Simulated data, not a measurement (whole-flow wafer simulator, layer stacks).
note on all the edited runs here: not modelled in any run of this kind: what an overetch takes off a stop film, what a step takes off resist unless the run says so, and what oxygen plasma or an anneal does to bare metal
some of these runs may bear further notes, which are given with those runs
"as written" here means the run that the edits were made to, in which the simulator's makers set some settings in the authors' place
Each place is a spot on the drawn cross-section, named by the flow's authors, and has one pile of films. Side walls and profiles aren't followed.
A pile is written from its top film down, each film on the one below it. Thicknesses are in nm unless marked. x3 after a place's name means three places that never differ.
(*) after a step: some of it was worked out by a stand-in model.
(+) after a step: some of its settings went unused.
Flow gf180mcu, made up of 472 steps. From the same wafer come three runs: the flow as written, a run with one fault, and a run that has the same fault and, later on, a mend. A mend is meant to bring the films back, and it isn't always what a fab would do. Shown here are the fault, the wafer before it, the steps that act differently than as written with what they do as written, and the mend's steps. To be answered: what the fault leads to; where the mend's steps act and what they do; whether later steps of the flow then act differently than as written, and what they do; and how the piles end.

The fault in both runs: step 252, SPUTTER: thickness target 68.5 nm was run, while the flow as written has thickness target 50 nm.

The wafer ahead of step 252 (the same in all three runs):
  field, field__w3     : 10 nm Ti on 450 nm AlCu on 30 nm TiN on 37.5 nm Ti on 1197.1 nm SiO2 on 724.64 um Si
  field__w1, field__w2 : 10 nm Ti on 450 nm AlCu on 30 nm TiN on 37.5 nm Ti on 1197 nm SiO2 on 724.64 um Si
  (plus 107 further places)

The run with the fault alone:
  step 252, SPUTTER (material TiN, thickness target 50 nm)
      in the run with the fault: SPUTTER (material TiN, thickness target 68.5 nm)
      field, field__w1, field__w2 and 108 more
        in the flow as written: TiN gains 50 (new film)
        in the run with the fault: TiN gains 68.5 (new film)
  Steps further on in the flow that do not act as written (3 more steps, not shown, differ only slightly: by at most 2% or 0.5 nm, whichever is larger):
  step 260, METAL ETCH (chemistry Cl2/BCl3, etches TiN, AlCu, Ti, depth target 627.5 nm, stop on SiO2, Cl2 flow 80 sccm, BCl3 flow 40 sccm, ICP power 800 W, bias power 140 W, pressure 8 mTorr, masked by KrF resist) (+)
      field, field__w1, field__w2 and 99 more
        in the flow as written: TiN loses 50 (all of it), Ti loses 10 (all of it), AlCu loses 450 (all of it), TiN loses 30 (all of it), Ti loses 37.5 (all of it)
        in the run with the fault: TiN loses 68.5 (all of it), Ti loses 10 (all of it), AlCu loses 450 (all of it), TiN loses 30 (all of it), Ti loses 37.5 (all of it)
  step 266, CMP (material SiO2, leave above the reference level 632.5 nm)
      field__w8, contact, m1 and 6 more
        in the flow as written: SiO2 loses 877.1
        in the run with the fault: SiO2 loses 895.6
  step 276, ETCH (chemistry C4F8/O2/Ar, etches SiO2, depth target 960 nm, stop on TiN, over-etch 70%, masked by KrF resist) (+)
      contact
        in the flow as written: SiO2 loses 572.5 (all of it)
        in the run with the fault: SiO2 loses 554 (all of it)
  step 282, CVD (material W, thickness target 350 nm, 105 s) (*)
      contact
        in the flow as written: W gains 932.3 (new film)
        in the run with the fault: W gains 913.6 (new film)
  The piles end different from the flow's at field__w8, contact, m1 and 6 more by more than 2% or 0.5 nm, whichever is larger.
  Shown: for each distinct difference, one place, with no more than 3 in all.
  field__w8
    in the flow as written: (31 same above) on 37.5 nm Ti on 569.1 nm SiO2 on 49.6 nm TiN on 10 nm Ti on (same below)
    in the run with the fault: (31 same above) on 37.5 nm Ti on 550.6 nm SiO2 on 68.1 nm TiN on 10 nm Ti on (same below)
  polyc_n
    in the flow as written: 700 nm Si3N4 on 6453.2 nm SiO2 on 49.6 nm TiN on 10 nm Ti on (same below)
    in the run with the fault: 700 nm Si3N4 on 6434.7 nm SiO2 on 68.1 nm TiN on 10 nm Ti on (same below)
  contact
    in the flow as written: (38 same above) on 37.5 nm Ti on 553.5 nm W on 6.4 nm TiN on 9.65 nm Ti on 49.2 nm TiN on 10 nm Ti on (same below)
    in the run with the fault: (38 same above) on 37.5 nm Ti on 534.8 nm W on 6.47 nm TiN on 9.76 nm Ti on 67.7 nm TiN on 10 nm Ti on (same below)

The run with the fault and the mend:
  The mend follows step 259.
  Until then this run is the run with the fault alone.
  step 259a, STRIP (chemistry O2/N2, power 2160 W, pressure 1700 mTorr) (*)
      field__w8, contact, m1 and 6 more
        KrF resist loses 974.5 (all of it)
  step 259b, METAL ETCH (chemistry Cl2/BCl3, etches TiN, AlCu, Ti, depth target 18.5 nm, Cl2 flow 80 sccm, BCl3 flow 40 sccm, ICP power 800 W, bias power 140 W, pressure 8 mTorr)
      field, field__w1, field__w2 and 108 more
        TiN loses 18.5
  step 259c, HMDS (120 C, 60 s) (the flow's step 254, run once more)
      leaves every film unchanged at each place that is followed
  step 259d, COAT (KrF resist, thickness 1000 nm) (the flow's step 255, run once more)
      field, field__w1, field__w2 and 108 more
        KrF resist gains 1000 (new film)
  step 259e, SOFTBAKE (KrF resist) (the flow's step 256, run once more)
      leaves every film unchanged at each place that is followed
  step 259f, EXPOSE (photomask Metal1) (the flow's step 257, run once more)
      leaves every film unchanged at each place that is followed
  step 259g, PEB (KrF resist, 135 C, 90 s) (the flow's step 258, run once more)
      field, field__w1, field__w2 and 108 more
        KrF resist loses 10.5
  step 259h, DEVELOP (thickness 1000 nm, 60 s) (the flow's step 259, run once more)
      field, field__w1, field__w2 and 99 more
        KrF resist loses 989.5 (all of it)
      field__w8, contact, m1 and 6 more
        KrF resist loses 14.9
  Every later step of the flow that is run acts as written at every place that is followed.
  The piles end the same as the flow's at every place that both follow.
